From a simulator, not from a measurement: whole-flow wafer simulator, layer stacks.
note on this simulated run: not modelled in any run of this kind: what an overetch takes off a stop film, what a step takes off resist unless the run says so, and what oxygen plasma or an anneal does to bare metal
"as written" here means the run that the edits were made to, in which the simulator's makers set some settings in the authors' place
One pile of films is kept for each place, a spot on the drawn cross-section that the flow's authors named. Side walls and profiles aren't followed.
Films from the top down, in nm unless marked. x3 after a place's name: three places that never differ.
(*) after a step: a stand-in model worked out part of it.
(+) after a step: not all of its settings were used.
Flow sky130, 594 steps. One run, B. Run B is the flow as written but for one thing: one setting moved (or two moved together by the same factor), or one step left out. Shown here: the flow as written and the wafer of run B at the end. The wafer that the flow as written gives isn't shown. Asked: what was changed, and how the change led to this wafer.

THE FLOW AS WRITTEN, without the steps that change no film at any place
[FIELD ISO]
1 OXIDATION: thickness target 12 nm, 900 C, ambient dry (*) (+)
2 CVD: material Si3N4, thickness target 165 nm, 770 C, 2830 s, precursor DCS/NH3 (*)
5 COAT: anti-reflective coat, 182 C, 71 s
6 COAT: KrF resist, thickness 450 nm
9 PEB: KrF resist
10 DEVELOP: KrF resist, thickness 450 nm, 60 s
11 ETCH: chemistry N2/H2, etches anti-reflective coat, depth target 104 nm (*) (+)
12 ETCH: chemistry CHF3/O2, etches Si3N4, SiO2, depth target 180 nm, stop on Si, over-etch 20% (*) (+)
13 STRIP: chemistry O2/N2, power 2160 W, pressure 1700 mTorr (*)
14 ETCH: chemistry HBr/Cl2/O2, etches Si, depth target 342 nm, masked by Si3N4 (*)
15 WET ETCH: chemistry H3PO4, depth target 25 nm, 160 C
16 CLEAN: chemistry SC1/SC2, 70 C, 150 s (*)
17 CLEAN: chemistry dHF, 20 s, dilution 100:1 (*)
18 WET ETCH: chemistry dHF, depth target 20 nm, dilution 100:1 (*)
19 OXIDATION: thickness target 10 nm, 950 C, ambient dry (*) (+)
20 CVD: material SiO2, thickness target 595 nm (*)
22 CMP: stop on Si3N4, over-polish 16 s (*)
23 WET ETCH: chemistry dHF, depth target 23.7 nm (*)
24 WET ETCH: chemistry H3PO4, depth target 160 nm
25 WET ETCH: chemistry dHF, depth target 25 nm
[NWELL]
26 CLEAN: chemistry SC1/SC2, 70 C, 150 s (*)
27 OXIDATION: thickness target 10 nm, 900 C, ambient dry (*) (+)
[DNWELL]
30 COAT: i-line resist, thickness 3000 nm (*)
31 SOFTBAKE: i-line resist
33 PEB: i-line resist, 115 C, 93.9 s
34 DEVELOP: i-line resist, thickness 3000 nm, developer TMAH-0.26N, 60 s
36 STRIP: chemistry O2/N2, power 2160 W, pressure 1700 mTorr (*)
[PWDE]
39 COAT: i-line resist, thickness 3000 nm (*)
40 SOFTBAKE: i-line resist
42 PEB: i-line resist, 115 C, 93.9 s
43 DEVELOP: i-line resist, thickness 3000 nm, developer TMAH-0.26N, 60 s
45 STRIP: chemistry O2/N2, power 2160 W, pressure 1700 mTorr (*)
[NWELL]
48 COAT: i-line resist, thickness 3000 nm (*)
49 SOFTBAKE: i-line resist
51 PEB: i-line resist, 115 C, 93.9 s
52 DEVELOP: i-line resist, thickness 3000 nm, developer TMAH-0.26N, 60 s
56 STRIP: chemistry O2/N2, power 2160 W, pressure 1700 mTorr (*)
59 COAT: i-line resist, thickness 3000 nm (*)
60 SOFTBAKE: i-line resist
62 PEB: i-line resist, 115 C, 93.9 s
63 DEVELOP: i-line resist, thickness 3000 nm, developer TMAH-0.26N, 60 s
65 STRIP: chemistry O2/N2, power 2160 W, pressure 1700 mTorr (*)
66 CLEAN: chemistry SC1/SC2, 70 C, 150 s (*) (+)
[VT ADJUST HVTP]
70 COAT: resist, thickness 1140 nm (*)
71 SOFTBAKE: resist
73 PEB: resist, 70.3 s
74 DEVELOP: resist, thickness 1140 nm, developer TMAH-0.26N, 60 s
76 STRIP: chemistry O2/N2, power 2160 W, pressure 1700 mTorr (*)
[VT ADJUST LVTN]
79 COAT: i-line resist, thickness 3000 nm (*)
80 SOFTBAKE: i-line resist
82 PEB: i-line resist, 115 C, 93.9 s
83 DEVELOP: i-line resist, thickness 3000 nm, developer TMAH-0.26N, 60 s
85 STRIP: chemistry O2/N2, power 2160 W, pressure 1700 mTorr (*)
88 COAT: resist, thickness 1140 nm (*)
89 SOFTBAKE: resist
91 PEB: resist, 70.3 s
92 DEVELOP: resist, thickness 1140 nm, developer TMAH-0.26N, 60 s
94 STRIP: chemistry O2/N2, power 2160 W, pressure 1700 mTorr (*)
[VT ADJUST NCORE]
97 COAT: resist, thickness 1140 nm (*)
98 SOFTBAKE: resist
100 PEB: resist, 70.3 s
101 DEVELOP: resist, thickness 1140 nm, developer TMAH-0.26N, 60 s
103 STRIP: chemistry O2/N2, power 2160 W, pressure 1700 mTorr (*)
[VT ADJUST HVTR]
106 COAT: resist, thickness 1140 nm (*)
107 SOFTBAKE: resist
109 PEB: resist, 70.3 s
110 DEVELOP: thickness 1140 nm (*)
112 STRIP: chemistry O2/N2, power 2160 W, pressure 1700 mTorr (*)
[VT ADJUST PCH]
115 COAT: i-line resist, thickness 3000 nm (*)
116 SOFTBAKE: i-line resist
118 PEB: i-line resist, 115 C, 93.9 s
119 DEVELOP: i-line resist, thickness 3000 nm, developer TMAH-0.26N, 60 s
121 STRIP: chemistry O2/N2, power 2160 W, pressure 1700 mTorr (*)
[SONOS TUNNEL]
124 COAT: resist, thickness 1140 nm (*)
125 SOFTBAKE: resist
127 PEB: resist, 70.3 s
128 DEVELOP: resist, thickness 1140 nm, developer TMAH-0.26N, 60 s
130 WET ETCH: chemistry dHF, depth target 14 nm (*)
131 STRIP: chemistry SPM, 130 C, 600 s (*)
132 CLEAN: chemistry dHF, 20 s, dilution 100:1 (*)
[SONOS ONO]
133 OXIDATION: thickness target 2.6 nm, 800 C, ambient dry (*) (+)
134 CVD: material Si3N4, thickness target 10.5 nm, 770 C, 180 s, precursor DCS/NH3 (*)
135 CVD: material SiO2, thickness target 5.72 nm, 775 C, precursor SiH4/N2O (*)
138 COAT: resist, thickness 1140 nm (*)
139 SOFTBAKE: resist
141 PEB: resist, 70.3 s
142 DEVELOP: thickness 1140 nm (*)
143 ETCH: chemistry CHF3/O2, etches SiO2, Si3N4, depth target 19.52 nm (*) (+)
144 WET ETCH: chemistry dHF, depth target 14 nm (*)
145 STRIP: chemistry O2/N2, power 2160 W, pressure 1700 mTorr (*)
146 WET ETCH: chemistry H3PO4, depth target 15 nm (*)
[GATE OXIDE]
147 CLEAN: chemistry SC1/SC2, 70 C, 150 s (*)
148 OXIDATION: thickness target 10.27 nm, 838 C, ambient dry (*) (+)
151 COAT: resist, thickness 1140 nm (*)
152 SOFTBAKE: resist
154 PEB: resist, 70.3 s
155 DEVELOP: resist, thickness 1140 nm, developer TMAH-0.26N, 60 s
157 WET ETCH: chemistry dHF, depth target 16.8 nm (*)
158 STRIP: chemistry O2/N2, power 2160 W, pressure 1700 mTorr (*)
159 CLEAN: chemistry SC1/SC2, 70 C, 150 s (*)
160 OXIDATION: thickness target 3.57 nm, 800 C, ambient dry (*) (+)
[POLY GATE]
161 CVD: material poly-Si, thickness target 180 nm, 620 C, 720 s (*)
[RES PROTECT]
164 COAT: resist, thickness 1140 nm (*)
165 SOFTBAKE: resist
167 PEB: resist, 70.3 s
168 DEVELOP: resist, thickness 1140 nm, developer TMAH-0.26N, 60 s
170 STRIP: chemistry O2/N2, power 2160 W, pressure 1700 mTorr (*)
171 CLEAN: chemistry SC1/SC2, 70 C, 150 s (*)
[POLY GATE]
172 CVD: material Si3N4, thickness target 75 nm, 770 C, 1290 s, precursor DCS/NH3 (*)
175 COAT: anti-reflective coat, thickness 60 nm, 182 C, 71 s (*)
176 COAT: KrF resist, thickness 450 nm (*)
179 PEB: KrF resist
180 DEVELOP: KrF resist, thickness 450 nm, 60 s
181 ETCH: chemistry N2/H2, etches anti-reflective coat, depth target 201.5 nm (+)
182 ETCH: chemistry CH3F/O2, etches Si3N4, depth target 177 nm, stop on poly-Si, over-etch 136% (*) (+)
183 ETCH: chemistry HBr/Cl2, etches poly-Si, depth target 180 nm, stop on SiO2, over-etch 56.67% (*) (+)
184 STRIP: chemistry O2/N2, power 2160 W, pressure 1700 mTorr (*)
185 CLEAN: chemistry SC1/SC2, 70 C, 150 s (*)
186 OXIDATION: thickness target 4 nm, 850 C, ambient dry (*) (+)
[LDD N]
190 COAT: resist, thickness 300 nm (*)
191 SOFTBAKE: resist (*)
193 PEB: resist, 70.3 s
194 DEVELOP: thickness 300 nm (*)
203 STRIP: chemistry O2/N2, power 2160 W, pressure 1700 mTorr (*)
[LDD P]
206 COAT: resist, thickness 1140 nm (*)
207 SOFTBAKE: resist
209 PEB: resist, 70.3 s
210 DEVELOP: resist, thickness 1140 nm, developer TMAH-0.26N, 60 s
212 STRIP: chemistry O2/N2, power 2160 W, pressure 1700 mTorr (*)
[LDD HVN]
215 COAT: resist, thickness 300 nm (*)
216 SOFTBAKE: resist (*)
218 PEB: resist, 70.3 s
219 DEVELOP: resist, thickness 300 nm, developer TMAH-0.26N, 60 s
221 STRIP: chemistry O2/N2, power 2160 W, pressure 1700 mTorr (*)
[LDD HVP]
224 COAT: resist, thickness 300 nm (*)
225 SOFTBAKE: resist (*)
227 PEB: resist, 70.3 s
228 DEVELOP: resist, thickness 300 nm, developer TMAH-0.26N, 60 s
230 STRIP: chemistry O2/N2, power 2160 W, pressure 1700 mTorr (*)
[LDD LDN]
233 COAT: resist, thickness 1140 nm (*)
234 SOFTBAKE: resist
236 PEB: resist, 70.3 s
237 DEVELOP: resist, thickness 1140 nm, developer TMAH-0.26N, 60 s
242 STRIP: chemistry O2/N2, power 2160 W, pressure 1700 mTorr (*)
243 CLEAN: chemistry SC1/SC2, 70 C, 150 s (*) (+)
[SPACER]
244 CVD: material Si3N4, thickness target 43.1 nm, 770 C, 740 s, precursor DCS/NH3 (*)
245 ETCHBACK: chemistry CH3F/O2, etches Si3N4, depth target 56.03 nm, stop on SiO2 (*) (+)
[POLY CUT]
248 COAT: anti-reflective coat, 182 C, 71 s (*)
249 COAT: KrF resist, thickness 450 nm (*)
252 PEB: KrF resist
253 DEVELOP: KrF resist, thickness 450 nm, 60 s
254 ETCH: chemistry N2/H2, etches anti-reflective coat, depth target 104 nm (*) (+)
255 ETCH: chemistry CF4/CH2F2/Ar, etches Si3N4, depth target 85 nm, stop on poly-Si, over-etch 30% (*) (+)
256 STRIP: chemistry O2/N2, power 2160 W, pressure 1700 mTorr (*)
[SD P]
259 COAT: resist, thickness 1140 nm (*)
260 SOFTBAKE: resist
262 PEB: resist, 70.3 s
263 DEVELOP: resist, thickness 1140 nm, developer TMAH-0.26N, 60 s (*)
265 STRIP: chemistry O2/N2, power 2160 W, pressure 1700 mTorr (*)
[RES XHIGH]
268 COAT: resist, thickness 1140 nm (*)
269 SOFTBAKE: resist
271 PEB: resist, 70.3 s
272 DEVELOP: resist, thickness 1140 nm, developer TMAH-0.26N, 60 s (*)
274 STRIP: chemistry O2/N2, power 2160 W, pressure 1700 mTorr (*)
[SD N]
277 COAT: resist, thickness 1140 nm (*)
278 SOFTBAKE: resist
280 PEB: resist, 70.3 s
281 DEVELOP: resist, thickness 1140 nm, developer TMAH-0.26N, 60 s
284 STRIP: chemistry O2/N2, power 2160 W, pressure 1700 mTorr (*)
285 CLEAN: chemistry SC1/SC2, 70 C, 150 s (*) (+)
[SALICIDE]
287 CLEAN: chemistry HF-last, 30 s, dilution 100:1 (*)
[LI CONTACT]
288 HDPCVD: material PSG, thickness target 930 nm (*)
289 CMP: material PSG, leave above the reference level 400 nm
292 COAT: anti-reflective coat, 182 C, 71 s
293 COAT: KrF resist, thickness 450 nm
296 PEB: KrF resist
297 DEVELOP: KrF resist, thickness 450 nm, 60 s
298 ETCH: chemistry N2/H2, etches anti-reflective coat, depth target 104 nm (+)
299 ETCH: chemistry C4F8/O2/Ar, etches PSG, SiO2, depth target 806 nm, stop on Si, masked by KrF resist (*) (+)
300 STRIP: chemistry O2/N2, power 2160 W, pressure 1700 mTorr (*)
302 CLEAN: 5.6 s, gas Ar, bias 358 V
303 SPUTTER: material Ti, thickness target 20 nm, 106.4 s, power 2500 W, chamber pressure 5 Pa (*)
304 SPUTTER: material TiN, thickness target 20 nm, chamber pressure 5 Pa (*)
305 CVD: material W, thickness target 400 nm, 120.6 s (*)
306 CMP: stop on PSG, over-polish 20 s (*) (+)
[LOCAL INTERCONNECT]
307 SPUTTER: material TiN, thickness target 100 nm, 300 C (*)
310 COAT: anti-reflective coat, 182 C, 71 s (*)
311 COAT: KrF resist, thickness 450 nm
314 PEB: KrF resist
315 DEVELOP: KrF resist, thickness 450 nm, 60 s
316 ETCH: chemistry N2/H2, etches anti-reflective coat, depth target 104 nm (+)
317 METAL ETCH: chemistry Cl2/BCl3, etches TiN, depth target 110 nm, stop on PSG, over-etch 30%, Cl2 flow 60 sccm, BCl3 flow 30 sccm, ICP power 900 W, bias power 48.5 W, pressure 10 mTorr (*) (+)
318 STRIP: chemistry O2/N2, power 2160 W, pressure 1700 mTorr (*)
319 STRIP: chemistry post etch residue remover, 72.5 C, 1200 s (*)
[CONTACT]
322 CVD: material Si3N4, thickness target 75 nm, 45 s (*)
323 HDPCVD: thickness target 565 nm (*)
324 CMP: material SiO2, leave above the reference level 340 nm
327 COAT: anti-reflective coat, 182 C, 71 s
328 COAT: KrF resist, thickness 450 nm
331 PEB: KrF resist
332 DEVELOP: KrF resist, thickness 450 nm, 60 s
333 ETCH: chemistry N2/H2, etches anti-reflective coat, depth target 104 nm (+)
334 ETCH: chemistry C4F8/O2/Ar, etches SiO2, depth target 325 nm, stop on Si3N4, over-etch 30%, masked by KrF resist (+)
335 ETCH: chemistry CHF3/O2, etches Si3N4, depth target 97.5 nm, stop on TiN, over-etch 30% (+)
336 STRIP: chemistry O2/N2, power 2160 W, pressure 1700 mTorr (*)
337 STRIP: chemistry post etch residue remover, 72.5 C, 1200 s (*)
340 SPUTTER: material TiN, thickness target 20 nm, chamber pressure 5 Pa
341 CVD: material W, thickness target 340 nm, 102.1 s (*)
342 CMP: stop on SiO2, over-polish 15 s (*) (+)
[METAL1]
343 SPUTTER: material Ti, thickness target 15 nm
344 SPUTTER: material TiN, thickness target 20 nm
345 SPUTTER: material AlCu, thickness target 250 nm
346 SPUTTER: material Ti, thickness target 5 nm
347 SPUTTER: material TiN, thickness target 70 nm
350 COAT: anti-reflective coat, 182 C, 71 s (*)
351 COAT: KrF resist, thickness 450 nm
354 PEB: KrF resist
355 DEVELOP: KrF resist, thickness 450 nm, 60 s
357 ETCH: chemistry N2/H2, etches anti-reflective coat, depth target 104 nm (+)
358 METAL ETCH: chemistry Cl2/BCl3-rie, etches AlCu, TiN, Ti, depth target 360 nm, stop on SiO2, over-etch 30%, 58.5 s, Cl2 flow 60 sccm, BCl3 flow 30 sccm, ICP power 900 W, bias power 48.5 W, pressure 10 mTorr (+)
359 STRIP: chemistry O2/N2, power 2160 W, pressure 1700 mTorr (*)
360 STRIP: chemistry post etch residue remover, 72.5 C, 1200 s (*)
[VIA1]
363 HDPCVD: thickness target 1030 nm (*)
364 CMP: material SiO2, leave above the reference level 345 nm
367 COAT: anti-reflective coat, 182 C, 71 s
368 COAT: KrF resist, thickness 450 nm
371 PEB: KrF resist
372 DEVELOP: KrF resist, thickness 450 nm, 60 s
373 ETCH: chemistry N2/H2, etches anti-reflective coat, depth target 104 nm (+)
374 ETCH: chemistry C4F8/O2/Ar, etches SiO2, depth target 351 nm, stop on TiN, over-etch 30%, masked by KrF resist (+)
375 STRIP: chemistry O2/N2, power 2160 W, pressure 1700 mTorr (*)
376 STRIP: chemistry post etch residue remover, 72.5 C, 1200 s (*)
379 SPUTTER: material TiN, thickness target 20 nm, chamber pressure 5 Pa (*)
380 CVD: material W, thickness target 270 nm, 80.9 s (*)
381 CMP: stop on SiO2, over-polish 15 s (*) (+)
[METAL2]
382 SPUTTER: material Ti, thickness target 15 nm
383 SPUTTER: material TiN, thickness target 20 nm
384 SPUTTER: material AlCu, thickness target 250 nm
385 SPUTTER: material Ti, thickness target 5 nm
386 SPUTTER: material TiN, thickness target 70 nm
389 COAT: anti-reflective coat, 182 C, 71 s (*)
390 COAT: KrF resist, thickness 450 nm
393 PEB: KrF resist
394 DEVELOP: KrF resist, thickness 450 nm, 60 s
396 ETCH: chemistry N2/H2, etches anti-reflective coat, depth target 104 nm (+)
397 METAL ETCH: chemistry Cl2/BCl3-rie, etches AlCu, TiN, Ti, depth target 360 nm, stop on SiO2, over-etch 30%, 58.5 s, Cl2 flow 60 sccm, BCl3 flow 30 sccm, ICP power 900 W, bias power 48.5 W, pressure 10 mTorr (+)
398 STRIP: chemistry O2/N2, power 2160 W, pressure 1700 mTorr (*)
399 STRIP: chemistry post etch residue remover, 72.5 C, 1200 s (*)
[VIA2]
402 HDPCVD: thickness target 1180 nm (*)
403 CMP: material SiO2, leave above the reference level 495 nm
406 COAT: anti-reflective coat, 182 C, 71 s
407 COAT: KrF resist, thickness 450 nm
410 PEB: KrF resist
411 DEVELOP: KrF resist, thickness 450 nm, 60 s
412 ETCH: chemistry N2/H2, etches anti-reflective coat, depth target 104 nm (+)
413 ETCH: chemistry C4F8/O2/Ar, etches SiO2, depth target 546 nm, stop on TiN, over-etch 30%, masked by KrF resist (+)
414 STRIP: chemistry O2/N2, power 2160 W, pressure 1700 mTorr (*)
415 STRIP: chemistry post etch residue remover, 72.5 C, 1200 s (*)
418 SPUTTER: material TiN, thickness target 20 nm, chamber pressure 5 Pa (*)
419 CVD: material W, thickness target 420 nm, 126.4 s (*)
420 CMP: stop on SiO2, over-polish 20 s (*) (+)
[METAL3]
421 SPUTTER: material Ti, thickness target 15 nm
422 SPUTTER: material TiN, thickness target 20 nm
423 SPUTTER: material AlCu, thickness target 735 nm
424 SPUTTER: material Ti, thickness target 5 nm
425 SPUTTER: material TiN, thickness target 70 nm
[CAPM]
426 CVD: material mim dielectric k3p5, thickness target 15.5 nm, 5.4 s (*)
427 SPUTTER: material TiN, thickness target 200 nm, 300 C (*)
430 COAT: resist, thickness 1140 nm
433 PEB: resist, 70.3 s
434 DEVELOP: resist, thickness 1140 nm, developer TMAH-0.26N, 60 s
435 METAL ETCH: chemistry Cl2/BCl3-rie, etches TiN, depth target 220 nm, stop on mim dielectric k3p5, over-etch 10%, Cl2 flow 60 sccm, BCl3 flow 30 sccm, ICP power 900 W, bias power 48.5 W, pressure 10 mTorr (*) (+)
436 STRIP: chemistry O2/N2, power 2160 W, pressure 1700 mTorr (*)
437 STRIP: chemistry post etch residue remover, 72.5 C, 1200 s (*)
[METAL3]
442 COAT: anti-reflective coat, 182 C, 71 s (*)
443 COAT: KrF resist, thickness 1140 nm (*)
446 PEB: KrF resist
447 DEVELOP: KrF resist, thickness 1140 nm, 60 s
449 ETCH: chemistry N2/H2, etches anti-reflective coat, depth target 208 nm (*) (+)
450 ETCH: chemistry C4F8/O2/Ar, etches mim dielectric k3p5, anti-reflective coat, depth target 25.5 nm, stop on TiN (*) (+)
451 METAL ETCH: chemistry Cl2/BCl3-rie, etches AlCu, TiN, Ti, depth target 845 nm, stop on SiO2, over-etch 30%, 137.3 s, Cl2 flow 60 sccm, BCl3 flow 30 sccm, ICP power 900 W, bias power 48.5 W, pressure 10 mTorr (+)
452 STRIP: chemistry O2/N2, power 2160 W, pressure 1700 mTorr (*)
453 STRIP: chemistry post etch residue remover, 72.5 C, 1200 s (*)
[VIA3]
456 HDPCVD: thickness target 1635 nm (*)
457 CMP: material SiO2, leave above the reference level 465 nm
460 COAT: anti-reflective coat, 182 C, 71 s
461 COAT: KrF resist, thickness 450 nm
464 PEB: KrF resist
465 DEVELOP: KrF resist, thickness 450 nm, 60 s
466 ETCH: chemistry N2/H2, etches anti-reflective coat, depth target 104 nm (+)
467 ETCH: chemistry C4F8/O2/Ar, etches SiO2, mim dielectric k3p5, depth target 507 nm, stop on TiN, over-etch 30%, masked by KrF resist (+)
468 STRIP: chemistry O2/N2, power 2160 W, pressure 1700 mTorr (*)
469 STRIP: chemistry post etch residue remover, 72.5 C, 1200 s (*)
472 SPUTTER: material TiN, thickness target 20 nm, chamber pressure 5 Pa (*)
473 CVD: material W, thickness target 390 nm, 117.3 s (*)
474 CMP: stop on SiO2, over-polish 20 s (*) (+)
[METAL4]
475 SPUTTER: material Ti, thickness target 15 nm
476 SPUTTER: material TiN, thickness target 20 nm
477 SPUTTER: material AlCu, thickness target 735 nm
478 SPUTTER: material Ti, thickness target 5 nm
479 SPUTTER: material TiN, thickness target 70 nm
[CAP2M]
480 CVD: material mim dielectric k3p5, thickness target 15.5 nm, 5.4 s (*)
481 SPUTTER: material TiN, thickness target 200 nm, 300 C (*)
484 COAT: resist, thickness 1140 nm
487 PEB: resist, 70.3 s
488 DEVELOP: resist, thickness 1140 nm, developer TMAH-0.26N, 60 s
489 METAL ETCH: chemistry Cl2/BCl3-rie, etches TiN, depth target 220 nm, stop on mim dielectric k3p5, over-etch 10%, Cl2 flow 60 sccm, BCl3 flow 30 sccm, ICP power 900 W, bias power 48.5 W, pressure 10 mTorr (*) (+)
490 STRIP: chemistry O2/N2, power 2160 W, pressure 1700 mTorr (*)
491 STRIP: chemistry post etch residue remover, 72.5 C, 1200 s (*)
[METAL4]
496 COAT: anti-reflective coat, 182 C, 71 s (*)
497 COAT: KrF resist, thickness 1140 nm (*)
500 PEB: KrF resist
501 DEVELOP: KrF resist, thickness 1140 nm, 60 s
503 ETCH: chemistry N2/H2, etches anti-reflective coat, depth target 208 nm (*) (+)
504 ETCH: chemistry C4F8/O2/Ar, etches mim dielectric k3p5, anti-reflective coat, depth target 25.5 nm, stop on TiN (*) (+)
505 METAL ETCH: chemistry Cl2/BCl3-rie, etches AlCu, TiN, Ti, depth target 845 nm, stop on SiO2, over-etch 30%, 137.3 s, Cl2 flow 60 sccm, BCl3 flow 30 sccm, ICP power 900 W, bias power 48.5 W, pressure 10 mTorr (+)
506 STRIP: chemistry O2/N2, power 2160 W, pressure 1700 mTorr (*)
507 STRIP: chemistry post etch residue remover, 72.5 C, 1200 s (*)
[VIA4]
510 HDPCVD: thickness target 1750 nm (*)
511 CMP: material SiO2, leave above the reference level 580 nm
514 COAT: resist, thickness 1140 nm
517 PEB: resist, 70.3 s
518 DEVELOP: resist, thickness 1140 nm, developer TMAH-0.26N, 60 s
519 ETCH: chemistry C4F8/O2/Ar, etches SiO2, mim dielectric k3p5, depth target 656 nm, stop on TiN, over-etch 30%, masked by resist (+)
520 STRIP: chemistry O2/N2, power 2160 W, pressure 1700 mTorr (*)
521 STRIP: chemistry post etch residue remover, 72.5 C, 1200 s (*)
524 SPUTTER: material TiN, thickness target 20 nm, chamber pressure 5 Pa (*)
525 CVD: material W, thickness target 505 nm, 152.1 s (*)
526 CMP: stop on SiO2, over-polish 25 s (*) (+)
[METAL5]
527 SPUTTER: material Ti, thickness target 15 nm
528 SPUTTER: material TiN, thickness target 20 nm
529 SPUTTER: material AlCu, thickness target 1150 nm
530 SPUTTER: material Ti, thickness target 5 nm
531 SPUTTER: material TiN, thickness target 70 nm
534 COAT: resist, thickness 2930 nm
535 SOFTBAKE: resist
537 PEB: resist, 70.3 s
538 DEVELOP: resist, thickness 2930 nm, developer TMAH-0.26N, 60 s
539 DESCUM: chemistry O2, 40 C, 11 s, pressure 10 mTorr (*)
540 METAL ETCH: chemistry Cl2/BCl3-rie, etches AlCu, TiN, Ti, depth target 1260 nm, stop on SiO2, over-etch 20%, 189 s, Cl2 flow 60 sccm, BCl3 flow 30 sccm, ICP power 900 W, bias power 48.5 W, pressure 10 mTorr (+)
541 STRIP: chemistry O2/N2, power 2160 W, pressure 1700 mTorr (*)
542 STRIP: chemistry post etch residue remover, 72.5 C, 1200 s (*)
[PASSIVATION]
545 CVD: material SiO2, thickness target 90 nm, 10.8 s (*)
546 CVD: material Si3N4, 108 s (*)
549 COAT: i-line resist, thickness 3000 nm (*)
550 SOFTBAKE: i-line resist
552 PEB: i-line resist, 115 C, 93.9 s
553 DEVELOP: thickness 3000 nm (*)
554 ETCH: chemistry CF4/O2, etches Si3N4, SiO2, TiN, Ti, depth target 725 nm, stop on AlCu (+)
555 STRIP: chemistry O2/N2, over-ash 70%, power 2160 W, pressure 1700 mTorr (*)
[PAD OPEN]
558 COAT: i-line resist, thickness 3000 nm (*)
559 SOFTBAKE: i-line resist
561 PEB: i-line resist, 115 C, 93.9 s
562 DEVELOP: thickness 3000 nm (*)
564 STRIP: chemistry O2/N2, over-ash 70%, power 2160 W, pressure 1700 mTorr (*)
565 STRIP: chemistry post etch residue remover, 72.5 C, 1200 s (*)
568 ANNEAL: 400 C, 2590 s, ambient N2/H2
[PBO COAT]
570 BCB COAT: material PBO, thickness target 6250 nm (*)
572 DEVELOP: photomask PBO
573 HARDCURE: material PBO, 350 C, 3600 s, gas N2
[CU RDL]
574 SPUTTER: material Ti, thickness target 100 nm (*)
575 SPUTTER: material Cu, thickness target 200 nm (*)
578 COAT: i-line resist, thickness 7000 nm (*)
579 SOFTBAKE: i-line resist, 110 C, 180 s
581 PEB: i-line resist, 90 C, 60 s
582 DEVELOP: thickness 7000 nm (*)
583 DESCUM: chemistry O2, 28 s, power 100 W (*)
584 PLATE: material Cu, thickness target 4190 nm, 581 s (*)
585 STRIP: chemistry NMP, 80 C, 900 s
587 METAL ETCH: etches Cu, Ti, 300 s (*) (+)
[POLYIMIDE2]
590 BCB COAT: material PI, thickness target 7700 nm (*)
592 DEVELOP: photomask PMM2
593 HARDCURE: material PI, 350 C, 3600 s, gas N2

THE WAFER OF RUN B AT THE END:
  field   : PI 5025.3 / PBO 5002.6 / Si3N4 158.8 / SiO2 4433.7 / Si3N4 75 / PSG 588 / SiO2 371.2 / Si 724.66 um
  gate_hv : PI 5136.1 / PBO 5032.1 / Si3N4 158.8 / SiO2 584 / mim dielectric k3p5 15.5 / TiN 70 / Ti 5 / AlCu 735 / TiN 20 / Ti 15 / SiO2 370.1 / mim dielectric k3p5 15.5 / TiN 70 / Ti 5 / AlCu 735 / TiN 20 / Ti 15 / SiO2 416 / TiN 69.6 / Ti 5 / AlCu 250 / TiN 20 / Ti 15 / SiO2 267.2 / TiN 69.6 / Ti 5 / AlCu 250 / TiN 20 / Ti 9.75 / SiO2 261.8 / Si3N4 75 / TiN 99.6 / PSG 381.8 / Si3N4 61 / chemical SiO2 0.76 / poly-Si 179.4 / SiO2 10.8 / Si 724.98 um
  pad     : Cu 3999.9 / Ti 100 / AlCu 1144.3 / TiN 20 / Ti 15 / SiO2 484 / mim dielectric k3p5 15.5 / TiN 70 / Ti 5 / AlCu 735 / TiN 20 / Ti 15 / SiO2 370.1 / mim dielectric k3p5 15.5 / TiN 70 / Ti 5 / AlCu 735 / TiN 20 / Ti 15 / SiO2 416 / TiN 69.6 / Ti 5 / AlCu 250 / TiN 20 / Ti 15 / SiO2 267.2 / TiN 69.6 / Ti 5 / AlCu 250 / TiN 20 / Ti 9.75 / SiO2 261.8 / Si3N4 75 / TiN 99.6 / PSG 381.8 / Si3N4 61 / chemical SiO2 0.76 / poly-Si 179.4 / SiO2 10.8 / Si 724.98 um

The cause: step 343, SPUTTER: thickness target 9.75 nm was run, where the flow has thickness target 15 nm.
It can be read off the wafer: gate_hv has Ti 9.75, and step 343 as written asks for 15 nm.

How the change led to this, step by step:
  343 SPUTTER: material Ti, thickness target 15 nm
      field, active, n_well and 188 more: Ti +9.75 (new film) (as written it would be: Ti +15 (new film))
  358 METAL ETCH: chemistry Cl2/BCl3-rie, etches AlCu, TiN, Ti, depth target 360 nm, stop on SiO2, over-etch 30%, 58.5 s, Cl2 flow 60 sccm, BCl3 flow 30 sccm, ICP power 900 W, bias power 48.5 W, pressure 10 mTorr (+)
      field, active, gate and 81 more: TiN -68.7 (all of it), Ti -5 (all of it), AlCu -250 (all of it), TiN -20 (all of it), Ti -9.75 (all of it), SiO2 -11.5 (as written it would be: TiN -68.7 (all of it), Ti -5 (all of it), AlCu -250 (all of it), TiN -20 (all of it), Ti -15 (all of it), SiO2 -10.9)
